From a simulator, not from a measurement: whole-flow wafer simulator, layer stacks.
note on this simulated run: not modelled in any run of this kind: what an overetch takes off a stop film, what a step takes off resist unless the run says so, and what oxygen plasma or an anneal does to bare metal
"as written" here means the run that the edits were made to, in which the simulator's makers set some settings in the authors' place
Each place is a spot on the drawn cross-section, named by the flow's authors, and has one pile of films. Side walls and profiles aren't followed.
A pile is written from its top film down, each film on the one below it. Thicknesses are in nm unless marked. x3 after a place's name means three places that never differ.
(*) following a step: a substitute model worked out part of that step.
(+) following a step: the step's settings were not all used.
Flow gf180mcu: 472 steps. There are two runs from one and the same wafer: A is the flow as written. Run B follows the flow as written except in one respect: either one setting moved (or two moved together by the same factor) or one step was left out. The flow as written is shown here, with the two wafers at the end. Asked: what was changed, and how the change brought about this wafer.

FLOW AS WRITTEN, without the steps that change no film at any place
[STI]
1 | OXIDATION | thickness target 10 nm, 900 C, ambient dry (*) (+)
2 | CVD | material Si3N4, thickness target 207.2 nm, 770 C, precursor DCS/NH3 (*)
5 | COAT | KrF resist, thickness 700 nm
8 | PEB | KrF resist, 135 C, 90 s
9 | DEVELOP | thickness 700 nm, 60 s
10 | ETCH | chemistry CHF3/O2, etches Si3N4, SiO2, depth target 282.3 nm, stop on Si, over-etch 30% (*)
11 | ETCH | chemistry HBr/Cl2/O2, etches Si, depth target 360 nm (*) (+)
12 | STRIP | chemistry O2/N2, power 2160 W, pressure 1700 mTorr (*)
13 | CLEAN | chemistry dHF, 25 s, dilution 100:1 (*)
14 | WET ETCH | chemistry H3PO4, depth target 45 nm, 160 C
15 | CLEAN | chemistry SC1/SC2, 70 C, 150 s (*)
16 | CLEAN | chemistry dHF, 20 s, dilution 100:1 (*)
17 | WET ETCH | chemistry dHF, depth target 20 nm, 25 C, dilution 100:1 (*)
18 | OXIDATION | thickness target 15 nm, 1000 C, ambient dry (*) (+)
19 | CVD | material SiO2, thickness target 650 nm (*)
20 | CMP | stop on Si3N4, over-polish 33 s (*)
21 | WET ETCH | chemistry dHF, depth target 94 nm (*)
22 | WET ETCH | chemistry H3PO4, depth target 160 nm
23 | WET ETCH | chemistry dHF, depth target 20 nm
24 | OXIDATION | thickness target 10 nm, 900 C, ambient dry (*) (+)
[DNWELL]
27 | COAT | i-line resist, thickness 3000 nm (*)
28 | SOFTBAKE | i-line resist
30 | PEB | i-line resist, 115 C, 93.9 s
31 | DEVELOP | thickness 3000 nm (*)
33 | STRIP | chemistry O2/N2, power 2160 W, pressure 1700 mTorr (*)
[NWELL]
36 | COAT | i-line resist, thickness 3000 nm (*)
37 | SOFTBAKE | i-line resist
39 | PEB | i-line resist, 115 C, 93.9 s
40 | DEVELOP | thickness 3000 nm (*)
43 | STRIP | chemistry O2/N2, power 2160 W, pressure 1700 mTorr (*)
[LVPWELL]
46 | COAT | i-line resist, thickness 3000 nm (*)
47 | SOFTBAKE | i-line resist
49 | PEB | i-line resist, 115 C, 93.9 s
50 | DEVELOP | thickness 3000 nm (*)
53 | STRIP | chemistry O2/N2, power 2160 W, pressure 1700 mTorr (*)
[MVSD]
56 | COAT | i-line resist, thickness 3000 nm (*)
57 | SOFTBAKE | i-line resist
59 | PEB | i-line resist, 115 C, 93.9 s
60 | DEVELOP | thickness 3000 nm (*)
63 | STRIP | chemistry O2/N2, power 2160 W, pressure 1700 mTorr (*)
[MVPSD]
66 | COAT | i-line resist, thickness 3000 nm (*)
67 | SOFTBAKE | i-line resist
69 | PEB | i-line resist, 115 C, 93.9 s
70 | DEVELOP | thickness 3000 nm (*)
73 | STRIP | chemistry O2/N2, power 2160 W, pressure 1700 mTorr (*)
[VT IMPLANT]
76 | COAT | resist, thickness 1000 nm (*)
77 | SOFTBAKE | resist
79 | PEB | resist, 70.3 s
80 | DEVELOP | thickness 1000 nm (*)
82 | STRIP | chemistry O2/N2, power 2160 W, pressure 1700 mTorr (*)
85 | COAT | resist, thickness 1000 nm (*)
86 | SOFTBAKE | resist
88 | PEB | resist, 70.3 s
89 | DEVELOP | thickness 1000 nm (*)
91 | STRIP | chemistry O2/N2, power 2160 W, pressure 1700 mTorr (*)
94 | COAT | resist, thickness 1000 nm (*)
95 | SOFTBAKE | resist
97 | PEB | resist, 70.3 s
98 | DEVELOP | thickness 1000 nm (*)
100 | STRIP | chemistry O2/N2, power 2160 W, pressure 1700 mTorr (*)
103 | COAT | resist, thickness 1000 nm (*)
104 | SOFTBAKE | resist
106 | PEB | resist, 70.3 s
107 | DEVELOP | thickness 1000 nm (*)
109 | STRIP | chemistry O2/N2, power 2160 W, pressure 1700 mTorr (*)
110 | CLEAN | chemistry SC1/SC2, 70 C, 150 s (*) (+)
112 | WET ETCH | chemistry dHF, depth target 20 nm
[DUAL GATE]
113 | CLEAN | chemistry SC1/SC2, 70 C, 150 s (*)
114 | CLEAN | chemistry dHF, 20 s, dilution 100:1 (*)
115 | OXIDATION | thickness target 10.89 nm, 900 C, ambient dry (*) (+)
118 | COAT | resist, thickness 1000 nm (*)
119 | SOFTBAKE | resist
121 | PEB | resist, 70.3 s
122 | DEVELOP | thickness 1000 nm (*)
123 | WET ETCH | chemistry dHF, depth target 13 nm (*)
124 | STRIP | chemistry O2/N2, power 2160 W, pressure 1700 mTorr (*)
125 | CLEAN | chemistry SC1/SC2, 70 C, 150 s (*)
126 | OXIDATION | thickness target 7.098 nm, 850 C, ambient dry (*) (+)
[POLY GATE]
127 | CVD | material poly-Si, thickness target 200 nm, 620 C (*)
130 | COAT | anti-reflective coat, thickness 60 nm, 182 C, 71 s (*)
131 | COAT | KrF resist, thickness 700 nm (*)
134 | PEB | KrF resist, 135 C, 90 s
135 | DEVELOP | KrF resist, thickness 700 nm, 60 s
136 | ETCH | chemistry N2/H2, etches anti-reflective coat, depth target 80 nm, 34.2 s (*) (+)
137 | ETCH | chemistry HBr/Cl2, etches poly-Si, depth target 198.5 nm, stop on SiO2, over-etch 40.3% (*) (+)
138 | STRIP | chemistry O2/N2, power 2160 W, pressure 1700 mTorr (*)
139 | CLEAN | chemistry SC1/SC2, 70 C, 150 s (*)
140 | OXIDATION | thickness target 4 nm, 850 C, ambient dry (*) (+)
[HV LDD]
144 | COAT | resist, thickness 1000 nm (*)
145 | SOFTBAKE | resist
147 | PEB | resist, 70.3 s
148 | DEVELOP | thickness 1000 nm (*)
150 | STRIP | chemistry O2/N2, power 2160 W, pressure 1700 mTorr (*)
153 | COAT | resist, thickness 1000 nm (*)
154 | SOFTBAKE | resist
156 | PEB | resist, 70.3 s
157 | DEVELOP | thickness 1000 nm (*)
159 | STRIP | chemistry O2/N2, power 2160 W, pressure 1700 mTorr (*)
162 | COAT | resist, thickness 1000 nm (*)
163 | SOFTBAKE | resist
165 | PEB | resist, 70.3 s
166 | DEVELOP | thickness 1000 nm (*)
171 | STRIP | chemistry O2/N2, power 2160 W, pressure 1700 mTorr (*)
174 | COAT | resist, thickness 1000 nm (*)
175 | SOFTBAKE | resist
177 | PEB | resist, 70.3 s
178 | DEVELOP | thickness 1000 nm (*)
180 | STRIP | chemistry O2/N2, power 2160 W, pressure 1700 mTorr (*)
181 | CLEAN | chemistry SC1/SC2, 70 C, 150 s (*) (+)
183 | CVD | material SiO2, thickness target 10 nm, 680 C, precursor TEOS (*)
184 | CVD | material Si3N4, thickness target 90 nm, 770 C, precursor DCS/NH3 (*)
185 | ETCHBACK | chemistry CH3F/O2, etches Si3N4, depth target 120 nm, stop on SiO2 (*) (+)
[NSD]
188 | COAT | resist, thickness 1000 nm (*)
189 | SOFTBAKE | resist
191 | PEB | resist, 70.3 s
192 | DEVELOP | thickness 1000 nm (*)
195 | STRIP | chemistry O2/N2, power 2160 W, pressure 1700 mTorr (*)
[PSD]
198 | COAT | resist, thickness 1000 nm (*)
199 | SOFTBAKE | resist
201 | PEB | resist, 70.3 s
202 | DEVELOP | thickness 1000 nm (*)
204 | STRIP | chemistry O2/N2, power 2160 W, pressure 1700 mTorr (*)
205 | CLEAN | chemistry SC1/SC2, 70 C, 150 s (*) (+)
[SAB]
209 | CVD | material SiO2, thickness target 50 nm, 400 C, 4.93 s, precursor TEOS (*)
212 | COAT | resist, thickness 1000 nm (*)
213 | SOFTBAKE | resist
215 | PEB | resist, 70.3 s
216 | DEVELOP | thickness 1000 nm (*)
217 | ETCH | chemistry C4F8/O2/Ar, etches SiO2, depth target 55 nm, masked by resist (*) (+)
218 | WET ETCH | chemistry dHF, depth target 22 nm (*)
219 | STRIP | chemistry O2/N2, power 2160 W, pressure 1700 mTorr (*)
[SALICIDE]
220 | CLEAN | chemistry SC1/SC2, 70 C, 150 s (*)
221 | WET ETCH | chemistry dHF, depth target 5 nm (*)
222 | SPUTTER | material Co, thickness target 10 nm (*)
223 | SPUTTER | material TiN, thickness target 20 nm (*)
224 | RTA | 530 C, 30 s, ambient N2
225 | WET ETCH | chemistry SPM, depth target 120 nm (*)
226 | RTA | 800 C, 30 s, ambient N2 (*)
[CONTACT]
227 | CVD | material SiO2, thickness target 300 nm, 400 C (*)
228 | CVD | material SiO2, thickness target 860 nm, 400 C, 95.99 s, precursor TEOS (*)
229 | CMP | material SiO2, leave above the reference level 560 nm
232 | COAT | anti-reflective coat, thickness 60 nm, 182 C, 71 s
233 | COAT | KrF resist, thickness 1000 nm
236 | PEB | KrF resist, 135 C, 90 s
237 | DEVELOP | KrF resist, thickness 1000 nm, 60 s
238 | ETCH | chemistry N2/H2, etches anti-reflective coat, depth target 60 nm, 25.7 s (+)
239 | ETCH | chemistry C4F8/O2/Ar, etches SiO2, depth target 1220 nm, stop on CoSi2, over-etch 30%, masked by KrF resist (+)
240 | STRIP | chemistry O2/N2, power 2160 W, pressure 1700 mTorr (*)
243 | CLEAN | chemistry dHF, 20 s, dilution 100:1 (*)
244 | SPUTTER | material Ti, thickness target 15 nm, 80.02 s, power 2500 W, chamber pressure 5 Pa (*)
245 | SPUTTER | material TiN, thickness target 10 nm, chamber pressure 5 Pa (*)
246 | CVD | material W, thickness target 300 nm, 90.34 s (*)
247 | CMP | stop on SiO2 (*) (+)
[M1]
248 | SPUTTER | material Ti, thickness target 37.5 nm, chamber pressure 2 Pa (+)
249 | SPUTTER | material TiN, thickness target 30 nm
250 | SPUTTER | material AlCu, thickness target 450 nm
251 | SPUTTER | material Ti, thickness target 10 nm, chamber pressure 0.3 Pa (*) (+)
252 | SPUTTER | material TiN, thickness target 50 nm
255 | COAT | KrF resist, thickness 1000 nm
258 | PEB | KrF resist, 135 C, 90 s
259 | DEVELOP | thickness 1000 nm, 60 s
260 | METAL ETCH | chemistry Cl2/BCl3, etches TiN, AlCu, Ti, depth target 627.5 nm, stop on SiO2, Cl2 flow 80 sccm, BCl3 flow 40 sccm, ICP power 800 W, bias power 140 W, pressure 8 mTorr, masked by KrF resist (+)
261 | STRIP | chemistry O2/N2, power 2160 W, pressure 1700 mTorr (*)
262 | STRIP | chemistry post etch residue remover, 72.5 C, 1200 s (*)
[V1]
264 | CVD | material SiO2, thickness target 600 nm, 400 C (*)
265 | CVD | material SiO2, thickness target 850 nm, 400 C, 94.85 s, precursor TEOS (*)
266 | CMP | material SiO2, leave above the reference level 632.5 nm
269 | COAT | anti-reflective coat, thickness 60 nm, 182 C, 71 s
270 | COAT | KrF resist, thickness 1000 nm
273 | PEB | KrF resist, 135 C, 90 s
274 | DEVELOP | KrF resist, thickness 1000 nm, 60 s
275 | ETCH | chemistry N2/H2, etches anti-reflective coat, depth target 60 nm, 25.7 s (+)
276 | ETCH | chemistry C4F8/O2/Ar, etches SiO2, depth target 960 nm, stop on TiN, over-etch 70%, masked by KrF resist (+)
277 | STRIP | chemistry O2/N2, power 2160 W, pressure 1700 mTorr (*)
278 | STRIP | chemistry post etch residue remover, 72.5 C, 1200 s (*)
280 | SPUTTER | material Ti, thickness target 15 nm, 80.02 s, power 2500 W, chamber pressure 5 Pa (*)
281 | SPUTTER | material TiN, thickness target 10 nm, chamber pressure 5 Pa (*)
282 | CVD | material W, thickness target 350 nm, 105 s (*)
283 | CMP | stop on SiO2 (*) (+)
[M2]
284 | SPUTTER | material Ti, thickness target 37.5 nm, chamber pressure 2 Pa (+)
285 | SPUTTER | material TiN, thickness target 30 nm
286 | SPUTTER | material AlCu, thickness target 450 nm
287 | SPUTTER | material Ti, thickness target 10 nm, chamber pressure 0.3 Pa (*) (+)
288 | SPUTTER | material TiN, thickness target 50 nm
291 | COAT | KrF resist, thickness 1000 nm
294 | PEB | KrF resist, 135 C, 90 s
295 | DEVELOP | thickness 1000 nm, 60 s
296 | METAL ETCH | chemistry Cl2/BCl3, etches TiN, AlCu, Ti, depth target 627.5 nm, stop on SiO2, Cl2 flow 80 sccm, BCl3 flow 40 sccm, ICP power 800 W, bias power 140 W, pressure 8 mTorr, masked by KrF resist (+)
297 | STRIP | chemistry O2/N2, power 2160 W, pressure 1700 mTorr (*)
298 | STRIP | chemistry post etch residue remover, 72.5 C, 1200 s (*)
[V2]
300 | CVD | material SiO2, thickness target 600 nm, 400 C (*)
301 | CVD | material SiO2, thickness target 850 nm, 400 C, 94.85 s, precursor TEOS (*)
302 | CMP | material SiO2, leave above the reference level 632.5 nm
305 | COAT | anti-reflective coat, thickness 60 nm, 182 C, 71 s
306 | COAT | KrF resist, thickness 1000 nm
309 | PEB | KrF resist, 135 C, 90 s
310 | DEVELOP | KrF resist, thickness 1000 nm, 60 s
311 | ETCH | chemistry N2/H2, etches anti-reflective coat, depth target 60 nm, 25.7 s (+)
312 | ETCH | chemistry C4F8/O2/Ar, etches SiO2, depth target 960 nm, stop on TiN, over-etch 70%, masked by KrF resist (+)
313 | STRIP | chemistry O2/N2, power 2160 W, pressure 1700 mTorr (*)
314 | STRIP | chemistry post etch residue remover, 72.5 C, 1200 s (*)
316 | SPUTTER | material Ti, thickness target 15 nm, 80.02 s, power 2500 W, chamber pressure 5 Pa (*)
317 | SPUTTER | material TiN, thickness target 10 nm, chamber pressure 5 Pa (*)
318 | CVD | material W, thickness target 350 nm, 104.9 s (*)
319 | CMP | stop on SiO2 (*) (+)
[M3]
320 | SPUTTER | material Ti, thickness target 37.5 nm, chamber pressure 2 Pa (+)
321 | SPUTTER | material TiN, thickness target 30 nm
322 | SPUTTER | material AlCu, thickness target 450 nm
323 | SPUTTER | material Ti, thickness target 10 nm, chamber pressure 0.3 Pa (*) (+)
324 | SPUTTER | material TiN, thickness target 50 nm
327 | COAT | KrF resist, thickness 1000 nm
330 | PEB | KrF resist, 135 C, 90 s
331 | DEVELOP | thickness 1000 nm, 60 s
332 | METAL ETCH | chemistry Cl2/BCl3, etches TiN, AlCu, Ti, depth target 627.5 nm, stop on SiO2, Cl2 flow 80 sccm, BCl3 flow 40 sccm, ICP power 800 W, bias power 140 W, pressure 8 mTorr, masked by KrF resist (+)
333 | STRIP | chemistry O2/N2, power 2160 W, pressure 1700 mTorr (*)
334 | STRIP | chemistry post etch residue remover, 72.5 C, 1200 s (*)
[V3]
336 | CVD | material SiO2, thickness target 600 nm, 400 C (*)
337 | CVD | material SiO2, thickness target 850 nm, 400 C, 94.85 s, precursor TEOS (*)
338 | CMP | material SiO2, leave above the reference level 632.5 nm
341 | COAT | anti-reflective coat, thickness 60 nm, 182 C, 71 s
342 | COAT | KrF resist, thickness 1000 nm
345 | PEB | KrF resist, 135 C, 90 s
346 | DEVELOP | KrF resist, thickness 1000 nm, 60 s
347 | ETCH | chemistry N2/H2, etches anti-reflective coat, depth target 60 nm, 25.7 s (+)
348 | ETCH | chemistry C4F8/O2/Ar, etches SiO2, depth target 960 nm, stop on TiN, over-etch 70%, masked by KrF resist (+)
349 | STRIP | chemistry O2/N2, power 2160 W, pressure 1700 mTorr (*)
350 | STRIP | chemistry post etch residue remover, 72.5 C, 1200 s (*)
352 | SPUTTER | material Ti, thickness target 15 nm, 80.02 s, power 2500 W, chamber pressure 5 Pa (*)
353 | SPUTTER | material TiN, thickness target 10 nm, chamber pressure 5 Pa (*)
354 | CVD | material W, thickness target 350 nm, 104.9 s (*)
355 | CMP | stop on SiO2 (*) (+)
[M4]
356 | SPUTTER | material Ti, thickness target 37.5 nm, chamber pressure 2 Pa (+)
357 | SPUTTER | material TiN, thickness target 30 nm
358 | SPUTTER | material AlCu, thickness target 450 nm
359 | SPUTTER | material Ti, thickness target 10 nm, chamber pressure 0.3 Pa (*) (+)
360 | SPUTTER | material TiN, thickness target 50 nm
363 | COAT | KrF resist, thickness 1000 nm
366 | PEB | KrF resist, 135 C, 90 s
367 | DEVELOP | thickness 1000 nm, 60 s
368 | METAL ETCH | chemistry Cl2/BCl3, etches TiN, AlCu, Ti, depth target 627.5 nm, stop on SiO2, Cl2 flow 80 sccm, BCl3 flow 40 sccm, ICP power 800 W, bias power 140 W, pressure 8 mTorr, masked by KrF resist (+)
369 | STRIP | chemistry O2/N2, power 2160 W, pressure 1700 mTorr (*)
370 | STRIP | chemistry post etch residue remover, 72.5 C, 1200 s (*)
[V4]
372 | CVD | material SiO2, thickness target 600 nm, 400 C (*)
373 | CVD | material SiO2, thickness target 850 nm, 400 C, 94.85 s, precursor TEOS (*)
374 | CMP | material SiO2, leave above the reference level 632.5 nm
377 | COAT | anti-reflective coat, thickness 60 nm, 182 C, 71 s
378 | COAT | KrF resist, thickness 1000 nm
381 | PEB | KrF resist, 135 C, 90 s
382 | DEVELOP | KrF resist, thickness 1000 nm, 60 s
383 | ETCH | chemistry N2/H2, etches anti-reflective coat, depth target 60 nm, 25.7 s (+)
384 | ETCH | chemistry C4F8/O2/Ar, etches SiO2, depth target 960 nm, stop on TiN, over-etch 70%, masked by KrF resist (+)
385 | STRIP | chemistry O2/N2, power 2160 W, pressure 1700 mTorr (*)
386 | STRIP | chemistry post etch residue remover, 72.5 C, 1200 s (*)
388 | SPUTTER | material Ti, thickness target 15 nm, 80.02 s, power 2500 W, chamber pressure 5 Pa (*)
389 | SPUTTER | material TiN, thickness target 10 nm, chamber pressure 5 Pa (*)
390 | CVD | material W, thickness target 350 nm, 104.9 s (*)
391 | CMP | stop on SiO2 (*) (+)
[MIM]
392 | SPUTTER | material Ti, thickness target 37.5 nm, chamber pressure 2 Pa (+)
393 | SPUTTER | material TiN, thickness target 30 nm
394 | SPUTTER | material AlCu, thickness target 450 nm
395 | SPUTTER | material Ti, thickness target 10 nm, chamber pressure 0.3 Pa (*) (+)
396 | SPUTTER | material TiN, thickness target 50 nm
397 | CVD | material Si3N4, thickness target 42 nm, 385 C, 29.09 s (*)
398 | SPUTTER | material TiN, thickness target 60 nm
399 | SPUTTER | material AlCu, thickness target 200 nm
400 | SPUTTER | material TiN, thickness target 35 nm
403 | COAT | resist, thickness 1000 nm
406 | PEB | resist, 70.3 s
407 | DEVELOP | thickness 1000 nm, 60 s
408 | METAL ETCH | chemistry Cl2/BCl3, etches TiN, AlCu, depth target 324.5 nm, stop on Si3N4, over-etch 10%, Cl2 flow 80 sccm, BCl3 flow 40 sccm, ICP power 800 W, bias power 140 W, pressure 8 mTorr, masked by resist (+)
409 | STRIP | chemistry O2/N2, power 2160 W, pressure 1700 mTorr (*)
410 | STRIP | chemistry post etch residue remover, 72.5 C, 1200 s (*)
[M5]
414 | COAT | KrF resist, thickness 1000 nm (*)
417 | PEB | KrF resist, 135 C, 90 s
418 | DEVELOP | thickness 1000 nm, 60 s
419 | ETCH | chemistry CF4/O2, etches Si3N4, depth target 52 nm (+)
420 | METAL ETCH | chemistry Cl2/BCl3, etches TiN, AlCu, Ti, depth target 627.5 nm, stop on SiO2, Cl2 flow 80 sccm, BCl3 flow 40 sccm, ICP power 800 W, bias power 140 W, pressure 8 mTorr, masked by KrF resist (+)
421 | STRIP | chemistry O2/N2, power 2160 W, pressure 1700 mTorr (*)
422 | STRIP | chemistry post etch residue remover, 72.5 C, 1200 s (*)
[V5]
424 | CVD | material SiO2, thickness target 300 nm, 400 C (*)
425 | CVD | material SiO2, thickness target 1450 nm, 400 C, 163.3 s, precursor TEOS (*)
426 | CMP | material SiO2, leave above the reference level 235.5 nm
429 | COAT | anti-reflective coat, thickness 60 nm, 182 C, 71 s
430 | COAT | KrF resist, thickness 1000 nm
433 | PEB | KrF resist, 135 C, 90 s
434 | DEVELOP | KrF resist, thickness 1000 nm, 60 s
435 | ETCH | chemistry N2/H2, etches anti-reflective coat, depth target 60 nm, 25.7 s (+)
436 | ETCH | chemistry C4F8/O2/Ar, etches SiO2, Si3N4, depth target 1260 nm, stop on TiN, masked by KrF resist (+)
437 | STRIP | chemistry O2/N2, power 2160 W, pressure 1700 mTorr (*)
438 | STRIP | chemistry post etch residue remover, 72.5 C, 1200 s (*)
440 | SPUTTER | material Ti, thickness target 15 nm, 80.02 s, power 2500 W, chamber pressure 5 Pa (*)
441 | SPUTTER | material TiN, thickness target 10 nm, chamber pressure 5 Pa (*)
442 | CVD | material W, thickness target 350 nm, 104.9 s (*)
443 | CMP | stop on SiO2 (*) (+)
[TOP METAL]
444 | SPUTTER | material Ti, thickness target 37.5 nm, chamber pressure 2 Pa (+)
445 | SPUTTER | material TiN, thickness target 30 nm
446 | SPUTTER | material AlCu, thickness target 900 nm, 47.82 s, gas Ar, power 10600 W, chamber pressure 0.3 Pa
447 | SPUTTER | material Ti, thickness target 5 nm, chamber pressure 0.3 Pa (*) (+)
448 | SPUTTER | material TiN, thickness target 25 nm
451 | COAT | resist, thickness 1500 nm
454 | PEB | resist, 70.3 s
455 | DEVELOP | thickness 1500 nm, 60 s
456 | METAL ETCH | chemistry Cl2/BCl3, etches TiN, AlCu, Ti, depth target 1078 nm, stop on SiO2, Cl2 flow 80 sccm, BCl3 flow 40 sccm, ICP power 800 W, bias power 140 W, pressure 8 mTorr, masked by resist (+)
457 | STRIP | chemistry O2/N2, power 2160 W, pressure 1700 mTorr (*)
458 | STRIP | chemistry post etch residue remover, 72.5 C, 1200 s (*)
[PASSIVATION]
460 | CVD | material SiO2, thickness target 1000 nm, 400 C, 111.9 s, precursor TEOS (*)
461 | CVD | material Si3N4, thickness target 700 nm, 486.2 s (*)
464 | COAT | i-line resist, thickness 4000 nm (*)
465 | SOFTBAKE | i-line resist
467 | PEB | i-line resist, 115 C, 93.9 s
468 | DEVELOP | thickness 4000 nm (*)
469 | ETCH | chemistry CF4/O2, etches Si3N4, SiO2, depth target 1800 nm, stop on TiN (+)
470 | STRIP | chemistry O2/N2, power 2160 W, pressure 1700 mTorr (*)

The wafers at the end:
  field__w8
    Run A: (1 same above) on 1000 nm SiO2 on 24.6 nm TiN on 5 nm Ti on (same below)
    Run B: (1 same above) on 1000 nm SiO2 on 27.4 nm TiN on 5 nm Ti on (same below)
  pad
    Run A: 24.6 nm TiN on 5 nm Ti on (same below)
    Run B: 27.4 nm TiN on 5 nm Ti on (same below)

What caused this: step 448, SPUTTER: thickness target 27.8 nm was run, while the flow as written has thickness target 25 nm.

How this came from the change, step by step:
  448 | SPUTTER | material TiN, thickness target 25 nm
      field, field__w1, field__w2 and 109 more: A TiN gains 25 (new film) | B TiN gains 27.8 (new film)
  456 | METAL ETCH | chemistry Cl2/BCl3, etches TiN, AlCu, Ti, depth target 1078 nm, stop on SiO2, Cl2 flow 80 sccm, BCl3 flow 40 sccm, ICP power 800 W, bias power 140 W, pressure 8 mTorr, masked by resist (+)
      field, field__w1, field__w2 and 103 more: A TiN loses 25 (all of it), Ti loses 5 (all of it), AlCu loses 900 (all of it), TiN loses 30 (all of it), Ti loses 37.5 (all of it) | B TiN loses 27.8 (all of it), Ti loses 5 (all of it), AlCu loses 900 (all of it), TiN loses 30 (all of it), Ti loses 37.5 (all of it)
